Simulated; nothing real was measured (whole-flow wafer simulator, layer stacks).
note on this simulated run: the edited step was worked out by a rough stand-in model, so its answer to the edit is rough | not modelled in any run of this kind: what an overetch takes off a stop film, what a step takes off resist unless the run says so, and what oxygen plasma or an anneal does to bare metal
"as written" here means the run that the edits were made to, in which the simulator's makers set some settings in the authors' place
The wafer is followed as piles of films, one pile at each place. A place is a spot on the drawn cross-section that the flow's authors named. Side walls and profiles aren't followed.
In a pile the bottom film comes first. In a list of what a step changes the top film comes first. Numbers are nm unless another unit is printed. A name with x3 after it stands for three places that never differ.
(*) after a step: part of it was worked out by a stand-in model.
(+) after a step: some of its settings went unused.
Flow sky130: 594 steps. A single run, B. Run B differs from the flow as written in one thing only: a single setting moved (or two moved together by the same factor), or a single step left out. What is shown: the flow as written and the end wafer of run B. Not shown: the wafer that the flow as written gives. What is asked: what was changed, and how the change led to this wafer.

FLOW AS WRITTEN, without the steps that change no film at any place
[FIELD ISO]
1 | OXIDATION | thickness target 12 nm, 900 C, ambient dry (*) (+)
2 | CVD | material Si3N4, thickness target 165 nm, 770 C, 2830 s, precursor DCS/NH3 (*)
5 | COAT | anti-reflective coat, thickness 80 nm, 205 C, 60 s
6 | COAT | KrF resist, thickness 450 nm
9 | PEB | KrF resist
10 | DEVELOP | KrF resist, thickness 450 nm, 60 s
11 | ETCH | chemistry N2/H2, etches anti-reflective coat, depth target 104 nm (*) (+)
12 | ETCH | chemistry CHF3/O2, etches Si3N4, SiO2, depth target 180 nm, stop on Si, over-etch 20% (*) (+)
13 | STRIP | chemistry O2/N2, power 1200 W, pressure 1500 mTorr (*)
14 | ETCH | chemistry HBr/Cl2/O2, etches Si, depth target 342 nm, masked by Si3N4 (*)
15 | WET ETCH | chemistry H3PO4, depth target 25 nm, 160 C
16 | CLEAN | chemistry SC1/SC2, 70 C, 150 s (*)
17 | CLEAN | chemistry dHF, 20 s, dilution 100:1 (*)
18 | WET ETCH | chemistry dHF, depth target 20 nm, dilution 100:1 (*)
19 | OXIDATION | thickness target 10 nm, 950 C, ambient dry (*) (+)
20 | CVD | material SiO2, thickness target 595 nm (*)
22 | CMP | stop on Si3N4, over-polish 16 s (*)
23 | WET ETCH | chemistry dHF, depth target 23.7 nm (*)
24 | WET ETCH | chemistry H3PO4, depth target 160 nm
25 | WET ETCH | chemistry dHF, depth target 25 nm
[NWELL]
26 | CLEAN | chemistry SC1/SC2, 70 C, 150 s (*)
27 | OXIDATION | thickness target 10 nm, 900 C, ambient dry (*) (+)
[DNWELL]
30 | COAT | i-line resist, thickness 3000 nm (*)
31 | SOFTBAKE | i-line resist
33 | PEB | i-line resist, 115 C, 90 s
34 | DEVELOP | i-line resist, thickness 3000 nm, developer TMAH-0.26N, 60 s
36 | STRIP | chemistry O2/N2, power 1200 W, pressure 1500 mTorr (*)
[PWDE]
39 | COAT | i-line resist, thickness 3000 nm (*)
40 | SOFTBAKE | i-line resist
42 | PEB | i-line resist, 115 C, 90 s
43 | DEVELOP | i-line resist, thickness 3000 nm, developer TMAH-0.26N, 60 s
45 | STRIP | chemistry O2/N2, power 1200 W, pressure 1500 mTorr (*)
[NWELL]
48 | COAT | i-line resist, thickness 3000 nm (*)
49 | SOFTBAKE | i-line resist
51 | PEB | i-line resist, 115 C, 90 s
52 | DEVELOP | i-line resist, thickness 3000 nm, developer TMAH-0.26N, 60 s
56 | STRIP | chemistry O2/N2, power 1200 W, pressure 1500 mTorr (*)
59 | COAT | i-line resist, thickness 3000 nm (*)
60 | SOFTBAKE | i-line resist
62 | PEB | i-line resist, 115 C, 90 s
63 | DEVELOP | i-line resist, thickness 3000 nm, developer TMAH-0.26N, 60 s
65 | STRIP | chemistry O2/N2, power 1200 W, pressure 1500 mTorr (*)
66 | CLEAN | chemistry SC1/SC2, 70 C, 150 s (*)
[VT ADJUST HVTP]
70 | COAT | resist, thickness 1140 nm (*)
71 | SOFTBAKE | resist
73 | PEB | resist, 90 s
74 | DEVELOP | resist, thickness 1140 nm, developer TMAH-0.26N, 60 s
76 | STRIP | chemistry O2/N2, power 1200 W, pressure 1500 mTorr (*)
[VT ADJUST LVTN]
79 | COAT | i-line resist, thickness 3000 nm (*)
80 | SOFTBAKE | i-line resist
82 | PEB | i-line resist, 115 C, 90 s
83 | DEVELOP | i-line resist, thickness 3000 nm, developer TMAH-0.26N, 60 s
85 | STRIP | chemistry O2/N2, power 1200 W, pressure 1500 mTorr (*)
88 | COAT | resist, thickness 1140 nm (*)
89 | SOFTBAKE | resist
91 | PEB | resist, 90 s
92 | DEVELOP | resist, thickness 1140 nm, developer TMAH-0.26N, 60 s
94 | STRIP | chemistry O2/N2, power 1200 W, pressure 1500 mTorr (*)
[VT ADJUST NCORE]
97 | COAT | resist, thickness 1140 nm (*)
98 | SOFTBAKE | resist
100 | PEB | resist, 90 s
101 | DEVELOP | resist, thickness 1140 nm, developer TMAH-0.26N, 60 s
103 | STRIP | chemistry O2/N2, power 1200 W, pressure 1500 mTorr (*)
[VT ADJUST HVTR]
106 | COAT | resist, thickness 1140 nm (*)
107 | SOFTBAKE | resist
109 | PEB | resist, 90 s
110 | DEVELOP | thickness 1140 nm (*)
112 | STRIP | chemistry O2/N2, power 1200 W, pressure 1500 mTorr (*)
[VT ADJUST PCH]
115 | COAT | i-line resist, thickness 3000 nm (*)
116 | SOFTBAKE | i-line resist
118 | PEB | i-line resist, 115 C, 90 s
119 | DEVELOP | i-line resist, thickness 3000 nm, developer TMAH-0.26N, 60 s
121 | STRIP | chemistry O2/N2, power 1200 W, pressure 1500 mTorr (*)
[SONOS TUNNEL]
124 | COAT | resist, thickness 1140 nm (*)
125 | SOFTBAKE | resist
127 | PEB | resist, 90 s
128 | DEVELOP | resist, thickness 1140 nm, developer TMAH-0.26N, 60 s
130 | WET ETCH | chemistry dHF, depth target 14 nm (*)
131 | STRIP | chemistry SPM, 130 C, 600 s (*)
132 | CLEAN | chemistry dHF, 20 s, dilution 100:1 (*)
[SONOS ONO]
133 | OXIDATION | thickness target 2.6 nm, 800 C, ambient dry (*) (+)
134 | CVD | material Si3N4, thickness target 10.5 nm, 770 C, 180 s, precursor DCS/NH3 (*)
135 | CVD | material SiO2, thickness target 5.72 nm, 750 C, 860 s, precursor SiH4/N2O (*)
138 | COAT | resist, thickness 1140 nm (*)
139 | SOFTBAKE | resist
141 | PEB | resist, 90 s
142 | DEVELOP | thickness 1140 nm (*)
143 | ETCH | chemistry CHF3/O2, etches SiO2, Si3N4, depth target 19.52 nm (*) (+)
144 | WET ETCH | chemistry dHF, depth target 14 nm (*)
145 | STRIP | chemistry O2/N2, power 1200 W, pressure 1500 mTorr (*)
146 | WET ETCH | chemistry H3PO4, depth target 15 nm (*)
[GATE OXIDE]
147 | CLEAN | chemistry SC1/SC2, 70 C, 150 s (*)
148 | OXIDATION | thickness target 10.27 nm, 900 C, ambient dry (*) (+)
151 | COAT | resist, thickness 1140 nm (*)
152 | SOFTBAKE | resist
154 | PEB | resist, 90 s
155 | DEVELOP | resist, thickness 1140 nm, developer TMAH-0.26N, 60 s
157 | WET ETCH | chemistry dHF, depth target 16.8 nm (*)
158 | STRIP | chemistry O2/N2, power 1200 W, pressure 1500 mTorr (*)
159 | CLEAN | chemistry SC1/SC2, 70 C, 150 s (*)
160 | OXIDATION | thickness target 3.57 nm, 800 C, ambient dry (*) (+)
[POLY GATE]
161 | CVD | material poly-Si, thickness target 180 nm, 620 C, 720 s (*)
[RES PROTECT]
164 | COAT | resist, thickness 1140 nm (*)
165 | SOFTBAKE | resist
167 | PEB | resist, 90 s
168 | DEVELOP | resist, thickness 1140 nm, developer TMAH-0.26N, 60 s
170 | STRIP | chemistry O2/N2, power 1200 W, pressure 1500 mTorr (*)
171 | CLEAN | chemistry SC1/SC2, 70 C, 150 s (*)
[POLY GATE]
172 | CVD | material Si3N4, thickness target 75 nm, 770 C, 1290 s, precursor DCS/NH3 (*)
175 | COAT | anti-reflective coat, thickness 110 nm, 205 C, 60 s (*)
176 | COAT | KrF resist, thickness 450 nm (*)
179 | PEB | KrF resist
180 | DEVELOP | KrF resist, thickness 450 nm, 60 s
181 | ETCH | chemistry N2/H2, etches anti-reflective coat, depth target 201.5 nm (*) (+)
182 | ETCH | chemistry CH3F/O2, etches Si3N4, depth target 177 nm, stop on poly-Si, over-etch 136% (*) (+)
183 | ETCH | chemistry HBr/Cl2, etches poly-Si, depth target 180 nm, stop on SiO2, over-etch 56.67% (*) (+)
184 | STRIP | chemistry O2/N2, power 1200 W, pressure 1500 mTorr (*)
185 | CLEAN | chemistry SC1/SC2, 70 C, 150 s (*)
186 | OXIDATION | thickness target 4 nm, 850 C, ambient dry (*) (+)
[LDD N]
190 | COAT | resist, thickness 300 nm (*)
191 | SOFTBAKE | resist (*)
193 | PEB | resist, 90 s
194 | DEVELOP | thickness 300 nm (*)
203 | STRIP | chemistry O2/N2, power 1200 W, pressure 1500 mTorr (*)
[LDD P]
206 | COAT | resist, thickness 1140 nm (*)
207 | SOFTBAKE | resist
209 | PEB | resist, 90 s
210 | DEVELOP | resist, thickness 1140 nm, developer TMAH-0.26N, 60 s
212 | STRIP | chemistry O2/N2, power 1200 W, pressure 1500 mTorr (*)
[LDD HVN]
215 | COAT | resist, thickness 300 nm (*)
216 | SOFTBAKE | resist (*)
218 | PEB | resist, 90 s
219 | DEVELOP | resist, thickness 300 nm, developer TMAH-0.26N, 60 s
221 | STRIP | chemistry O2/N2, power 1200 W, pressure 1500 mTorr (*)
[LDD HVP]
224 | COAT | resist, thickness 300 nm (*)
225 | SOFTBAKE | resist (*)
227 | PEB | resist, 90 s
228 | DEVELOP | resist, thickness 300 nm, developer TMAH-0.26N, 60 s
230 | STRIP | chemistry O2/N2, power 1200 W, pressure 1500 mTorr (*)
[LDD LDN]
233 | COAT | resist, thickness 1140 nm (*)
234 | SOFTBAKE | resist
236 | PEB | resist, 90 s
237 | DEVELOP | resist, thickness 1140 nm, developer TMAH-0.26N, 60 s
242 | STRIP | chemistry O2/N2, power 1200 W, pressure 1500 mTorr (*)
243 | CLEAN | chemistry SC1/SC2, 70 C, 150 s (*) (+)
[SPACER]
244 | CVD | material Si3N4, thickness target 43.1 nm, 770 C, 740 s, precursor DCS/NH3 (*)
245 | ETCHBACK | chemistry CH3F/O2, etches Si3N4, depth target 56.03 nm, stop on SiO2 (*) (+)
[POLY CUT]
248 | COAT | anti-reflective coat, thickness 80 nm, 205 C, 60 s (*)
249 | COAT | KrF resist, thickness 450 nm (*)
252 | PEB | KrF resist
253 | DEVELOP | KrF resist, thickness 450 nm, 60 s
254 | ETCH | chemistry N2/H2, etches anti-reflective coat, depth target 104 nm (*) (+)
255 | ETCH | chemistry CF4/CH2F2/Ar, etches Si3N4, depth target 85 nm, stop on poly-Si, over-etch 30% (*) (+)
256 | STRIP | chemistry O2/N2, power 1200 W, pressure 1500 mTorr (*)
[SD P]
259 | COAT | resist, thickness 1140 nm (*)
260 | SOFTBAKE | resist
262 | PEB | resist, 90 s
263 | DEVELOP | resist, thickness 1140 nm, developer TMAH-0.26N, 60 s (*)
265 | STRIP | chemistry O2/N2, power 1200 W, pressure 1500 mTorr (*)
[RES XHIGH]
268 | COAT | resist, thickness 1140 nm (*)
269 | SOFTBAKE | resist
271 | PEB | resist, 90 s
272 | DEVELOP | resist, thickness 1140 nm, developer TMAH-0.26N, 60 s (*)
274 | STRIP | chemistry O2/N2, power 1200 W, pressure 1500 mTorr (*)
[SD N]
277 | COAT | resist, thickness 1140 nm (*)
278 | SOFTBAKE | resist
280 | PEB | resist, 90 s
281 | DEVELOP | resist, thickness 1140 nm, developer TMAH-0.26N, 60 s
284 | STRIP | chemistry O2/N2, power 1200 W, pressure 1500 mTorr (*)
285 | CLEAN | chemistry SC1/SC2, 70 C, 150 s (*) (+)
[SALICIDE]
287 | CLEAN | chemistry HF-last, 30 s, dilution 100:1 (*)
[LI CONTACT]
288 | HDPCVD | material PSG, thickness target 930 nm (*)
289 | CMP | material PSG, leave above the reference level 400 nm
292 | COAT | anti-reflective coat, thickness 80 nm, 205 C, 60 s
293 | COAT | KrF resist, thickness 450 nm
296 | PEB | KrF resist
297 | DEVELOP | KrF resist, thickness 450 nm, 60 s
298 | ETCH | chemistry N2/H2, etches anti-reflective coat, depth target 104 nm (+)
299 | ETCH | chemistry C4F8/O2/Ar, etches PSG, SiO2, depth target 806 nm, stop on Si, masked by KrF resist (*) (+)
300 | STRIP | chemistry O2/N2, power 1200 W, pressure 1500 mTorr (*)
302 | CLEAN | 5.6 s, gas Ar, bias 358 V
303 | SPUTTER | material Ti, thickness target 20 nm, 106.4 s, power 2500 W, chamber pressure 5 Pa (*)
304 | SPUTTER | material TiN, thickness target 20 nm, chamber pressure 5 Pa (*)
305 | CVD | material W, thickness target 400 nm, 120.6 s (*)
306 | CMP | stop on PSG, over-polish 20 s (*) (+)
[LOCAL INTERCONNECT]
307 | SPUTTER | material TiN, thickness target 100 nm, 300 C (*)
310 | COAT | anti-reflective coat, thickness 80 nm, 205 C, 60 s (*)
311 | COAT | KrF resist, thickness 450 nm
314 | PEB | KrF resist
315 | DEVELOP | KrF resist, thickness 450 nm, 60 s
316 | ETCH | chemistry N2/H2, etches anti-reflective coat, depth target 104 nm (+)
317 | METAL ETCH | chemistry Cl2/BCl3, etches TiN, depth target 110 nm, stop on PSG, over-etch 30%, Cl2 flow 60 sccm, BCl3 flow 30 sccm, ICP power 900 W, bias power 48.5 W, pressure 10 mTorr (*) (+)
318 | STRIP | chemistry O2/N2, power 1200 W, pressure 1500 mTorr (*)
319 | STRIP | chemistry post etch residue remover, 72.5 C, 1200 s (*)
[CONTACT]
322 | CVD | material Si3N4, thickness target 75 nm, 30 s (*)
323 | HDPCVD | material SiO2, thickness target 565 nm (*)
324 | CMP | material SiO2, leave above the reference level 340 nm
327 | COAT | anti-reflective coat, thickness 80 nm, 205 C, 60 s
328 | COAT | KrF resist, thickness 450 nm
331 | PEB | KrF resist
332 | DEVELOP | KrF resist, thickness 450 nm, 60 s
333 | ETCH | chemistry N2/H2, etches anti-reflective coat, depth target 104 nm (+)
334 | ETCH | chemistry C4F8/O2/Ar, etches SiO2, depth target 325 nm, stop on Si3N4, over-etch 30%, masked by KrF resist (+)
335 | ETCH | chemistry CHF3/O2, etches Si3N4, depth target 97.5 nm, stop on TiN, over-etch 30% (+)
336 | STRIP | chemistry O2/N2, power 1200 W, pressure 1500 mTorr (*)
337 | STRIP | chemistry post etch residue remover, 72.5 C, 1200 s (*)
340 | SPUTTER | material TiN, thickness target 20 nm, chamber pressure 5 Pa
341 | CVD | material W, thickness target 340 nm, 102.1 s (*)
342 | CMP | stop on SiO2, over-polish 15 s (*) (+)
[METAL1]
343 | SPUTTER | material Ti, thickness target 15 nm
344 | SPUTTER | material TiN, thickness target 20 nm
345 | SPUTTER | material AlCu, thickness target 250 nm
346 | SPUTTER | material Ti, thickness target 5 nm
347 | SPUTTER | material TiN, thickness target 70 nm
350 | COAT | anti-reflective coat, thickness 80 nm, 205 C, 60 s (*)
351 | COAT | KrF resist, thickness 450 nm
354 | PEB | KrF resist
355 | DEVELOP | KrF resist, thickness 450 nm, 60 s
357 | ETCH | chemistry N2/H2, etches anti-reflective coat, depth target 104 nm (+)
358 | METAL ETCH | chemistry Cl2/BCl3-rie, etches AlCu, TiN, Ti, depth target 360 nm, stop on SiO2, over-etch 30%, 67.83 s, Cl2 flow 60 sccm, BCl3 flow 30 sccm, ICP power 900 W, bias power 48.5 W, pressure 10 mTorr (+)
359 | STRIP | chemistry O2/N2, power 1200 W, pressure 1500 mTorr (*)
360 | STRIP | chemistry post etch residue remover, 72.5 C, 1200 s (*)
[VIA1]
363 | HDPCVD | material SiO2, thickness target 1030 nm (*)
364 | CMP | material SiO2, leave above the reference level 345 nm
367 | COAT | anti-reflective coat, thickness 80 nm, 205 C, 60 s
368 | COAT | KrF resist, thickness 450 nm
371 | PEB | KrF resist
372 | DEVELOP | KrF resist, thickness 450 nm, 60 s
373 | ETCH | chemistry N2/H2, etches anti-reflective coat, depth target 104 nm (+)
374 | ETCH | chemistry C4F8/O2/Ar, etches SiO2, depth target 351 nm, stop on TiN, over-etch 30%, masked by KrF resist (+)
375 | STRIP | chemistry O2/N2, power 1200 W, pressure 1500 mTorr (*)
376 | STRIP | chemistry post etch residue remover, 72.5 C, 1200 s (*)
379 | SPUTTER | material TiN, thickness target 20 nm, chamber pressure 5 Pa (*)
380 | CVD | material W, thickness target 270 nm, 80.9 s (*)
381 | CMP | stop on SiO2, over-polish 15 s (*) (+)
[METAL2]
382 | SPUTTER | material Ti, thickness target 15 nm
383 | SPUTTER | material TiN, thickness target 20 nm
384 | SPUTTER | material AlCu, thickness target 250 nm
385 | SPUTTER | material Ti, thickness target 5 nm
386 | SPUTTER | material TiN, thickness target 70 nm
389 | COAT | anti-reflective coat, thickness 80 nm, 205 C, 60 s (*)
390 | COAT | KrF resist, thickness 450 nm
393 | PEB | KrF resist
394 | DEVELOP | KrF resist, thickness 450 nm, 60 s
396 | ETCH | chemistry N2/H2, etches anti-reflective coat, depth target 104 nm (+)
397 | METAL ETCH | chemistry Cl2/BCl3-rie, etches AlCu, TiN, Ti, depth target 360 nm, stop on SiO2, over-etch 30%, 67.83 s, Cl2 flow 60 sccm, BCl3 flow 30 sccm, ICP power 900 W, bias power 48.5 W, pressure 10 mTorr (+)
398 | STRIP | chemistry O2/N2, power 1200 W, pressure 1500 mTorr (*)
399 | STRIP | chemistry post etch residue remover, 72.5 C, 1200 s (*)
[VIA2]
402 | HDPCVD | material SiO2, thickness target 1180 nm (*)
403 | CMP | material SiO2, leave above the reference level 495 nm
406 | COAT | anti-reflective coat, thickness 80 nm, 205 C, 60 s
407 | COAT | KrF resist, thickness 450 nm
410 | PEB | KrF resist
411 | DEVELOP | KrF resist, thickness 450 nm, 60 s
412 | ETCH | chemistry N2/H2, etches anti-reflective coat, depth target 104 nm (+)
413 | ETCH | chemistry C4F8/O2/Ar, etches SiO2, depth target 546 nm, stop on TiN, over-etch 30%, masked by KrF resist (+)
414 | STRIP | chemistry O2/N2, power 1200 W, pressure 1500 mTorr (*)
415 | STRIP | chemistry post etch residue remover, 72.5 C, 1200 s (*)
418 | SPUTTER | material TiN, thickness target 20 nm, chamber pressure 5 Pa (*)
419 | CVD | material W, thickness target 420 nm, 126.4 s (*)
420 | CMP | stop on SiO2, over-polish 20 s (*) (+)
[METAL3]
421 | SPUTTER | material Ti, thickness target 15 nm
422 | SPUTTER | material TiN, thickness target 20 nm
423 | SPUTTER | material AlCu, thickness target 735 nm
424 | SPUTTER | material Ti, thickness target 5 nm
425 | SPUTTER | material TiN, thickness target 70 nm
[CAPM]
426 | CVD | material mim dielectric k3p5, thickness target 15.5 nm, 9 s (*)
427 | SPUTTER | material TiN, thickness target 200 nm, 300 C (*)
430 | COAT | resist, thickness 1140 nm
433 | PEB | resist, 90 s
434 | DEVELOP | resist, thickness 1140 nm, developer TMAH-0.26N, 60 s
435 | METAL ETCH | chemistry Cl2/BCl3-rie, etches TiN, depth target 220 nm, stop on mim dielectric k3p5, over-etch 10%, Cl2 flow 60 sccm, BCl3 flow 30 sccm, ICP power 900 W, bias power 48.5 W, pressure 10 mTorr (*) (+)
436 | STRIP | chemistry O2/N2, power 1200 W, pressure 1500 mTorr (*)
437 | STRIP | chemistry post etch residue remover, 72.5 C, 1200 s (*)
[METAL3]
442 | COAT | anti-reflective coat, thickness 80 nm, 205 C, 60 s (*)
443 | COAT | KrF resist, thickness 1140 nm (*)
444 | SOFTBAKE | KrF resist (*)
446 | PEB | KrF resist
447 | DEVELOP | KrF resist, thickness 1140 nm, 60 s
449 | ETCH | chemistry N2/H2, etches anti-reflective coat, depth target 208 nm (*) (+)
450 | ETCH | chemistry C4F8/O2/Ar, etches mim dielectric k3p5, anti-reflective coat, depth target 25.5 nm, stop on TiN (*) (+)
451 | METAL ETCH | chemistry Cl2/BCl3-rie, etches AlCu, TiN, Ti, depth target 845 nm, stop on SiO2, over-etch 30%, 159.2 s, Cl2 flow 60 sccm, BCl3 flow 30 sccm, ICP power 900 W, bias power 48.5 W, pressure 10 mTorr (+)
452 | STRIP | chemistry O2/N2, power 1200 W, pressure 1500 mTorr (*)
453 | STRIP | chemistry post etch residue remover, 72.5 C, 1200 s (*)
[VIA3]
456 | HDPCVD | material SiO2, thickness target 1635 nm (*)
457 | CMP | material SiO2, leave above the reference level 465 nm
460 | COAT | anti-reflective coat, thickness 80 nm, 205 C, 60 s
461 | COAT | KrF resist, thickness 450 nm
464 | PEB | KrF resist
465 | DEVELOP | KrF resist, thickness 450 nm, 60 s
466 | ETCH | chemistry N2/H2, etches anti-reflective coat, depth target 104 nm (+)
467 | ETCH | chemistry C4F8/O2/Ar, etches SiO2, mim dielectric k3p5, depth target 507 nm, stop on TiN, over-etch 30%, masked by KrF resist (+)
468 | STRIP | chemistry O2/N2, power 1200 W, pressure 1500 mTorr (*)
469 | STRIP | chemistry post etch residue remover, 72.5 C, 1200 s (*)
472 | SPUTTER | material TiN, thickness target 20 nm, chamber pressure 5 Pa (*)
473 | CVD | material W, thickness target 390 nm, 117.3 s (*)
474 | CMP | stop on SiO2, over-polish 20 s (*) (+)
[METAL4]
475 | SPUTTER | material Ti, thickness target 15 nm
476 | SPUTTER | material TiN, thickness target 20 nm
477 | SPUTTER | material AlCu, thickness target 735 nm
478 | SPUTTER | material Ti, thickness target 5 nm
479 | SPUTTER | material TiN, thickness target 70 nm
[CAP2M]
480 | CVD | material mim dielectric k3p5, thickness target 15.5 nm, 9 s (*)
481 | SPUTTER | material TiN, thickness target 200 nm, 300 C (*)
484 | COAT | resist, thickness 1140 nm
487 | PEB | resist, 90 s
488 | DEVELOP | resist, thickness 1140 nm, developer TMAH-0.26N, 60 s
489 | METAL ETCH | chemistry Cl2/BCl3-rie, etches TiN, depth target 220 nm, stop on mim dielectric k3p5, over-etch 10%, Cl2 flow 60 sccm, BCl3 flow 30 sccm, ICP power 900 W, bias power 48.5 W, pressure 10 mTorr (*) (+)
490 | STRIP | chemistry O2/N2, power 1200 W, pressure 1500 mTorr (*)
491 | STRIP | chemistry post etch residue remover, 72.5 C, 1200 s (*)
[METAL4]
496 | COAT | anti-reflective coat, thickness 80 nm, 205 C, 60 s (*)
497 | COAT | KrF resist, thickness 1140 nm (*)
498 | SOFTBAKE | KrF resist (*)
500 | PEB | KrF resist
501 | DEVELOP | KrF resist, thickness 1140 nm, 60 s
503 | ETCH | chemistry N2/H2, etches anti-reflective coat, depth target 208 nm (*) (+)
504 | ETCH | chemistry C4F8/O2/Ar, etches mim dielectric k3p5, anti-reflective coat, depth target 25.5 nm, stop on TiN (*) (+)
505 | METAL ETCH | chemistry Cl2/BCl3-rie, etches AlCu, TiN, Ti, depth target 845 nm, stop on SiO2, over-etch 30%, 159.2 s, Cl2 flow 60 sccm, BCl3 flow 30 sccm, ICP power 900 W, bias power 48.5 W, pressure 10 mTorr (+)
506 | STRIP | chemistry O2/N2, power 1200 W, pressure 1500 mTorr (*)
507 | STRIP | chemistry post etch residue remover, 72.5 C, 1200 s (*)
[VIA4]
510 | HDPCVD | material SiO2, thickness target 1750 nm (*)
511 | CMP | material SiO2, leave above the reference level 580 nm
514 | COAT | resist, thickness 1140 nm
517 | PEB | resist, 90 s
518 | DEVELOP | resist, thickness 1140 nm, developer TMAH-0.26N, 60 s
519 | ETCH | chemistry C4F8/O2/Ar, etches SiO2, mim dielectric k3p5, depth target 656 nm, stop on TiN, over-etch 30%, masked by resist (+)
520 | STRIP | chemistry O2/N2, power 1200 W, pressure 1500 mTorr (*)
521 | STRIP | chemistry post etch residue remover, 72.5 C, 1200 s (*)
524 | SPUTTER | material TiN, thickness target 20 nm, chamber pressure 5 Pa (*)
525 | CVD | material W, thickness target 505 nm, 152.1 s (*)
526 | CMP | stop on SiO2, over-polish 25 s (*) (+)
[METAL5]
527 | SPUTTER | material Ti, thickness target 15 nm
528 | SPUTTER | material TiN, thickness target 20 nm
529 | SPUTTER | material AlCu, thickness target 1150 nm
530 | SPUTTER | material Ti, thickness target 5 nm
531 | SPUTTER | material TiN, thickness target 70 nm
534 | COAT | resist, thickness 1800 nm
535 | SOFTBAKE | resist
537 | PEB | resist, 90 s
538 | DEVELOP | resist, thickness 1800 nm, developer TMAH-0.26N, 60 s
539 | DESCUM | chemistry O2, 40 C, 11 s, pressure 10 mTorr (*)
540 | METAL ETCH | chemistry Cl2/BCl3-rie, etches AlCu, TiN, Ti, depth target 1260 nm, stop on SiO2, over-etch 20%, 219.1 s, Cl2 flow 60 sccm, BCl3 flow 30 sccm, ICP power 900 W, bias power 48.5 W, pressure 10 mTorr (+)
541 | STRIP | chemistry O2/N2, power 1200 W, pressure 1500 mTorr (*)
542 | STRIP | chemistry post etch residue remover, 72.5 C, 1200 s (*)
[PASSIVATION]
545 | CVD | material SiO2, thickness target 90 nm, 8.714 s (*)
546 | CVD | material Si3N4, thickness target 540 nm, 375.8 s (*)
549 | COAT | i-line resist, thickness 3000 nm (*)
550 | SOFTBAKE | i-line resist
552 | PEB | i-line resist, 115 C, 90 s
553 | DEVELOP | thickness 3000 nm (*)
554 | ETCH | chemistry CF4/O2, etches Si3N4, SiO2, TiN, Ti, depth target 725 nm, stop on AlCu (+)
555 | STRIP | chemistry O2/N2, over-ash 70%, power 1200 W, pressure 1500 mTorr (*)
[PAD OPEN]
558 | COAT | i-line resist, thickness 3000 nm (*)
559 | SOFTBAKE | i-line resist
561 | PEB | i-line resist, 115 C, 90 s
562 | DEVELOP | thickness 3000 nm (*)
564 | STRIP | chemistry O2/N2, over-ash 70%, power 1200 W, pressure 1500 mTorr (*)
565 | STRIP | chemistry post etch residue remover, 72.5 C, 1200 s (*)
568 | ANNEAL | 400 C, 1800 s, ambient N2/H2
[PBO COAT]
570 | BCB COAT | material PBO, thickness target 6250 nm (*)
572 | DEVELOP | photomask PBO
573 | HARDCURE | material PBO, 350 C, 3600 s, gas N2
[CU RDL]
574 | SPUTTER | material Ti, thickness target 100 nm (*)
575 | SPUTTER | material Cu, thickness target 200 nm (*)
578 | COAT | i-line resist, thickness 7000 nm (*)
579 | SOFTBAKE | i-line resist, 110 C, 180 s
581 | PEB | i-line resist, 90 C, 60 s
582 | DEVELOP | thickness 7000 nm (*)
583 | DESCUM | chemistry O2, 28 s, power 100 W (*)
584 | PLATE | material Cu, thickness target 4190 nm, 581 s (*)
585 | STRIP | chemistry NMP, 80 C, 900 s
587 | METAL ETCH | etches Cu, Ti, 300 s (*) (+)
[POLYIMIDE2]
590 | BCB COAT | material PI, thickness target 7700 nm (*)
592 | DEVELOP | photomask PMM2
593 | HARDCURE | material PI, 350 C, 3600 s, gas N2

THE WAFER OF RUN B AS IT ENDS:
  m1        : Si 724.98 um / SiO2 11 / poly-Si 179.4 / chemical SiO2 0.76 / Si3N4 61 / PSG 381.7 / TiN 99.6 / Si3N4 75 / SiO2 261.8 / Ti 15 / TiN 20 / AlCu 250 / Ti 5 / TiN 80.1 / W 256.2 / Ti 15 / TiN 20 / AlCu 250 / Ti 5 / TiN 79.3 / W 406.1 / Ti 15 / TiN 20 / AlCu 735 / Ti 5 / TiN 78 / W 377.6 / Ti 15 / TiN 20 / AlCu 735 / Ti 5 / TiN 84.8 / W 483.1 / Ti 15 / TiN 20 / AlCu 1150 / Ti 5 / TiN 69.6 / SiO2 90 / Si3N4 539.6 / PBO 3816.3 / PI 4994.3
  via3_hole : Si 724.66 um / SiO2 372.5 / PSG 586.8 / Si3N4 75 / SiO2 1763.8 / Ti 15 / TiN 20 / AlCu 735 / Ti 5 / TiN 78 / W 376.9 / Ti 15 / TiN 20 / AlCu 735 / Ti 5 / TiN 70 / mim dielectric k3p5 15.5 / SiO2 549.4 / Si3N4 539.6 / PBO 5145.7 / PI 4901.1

What caused this: step 472, SPUTTER: thickness target 16 nm was run, while the flow as written has thickness target 20 nm.

Step by step, how the change led to this:
  472 | SPUTTER | material TiN, thickness target 20 nm, chamber pressure 5 Pa (*)
      field, active, n_well and 187 more: TiN gains 16 (new film) (in the flow as written it would be: TiN gains 20 (new film))
      m1: TiN gains 8.47 (in the flow as written it would be: TiN gains 10.6)
      (as well as at 1 more place)
  474 | CMP | stop on SiO2, over-polish 20 s (*) (+)
      field, active, n_well and 187 more: W loses 390 (all of it), TiN loses 16 (all of it), SiO2 loses 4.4 (in the flow as written it would be: W loses 390 (all of it), TiN loses 20 (all of it), SiO2 loses 4.4)
